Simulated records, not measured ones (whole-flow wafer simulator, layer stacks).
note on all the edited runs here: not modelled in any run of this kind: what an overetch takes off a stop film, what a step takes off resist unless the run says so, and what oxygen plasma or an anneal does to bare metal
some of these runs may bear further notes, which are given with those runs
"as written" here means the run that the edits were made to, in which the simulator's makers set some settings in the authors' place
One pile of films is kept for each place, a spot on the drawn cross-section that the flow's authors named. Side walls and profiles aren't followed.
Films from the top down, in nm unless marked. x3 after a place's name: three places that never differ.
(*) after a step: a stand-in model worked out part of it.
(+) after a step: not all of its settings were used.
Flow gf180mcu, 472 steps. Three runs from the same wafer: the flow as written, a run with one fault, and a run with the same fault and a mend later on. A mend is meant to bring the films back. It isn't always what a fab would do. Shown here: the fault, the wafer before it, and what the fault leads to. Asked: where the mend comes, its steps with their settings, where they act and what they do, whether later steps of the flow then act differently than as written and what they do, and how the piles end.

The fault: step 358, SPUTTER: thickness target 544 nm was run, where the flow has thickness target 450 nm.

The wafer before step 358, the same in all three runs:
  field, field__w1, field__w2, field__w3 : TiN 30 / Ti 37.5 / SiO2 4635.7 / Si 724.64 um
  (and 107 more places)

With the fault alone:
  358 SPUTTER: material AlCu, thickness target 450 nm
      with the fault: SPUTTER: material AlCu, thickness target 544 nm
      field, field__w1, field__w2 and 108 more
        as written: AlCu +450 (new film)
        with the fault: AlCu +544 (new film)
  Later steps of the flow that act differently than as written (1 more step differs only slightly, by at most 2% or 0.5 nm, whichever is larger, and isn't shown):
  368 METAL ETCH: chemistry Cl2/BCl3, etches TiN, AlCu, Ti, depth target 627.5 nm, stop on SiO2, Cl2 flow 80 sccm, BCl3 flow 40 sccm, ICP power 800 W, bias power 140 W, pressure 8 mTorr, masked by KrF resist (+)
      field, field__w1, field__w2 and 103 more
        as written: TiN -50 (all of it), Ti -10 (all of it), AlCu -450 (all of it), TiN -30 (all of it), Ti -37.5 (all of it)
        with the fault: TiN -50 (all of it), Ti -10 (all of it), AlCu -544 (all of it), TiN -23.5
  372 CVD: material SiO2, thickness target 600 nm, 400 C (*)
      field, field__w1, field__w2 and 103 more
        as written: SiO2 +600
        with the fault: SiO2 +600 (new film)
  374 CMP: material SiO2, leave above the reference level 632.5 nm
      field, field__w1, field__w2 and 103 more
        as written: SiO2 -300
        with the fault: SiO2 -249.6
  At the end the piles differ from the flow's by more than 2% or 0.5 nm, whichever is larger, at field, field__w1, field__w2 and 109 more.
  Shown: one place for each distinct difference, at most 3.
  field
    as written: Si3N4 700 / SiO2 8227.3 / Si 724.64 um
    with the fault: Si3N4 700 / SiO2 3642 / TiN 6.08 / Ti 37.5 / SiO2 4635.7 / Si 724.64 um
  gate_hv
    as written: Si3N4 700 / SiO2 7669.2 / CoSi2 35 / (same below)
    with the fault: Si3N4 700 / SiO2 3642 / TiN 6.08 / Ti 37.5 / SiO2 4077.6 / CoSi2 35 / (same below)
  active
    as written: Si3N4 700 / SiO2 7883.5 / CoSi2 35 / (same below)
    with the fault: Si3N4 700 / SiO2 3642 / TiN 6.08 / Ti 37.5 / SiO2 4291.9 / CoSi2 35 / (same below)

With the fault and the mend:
  The mend comes after step 358.
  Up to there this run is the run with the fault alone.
  358a METAL ETCH: chemistry Cl2/BCl3, etches TiN, AlCu, Ti, depth target 94 nm, Cl2 flow 80 sccm, BCl3 flow 40 sccm, ICP power 800 W, bias power 140 W, pressure 8 mTorr (the flow's step 260 once more, with other settings)
      field, field__w1, field__w2 and 108 more
        AlCu -94
  No later step of the flow acts differently than as written at any place that is followed.
  At the end the piles are the same as the flow's at every place that both follow.
